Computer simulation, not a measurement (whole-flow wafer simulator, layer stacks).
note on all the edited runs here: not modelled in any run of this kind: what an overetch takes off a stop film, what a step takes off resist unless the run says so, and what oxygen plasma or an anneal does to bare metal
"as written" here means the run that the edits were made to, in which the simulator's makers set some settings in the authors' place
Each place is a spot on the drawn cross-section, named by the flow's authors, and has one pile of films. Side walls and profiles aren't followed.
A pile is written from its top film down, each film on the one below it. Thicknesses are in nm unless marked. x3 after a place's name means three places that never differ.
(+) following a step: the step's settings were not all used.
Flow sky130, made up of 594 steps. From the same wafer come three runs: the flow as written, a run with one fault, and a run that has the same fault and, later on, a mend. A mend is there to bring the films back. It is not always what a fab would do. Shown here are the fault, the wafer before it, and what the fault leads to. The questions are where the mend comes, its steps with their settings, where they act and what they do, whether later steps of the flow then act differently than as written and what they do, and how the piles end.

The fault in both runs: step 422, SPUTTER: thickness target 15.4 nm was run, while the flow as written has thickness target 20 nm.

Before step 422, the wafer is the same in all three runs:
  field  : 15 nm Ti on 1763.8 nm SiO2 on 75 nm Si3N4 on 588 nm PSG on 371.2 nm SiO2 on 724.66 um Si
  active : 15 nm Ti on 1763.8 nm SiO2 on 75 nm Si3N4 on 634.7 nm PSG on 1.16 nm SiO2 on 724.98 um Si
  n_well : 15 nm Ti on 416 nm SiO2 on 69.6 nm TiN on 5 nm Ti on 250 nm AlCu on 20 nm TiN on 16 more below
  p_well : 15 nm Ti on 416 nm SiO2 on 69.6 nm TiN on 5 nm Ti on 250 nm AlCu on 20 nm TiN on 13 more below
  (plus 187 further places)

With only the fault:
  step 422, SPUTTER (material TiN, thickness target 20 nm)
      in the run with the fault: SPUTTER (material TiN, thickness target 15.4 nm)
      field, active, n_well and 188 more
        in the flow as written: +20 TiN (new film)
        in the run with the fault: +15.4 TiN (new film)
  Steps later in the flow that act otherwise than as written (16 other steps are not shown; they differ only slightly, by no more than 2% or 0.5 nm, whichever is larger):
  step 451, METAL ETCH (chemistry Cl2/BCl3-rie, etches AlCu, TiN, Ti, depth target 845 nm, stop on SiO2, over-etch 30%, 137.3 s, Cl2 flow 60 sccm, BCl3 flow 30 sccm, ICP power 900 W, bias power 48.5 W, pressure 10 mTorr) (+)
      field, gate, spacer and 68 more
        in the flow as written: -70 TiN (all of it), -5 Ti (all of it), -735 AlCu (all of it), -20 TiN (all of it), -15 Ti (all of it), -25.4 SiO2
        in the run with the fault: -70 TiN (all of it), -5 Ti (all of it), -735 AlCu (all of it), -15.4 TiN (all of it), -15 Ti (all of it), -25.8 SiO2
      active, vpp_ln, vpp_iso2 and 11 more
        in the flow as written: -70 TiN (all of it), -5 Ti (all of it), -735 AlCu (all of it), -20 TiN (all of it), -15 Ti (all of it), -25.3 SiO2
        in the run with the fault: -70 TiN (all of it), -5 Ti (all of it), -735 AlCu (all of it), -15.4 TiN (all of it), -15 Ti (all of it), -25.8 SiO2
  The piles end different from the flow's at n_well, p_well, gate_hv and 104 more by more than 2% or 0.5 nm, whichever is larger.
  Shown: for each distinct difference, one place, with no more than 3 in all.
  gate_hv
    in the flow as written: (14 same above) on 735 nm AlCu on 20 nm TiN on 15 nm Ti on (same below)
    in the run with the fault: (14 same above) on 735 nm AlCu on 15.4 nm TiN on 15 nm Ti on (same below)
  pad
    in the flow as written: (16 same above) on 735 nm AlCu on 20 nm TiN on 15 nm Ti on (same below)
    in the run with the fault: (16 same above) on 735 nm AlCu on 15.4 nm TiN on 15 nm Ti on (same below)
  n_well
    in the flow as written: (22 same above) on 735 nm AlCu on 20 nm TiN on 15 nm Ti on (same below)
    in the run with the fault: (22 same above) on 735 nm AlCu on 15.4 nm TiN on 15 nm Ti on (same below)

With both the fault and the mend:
  After step 422 comes the mend.
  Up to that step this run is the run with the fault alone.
  step 422a, SPUTTER (material TiN, thickness target 4.6 nm) (the flow's step 422 again, with other settings)
      field, active, n_well and 188 more
        +4.6 TiN
  Later steps of the flow that are run all act as written at every place that is followed.
  At every place that both follow, the piles at the end match the flow's.
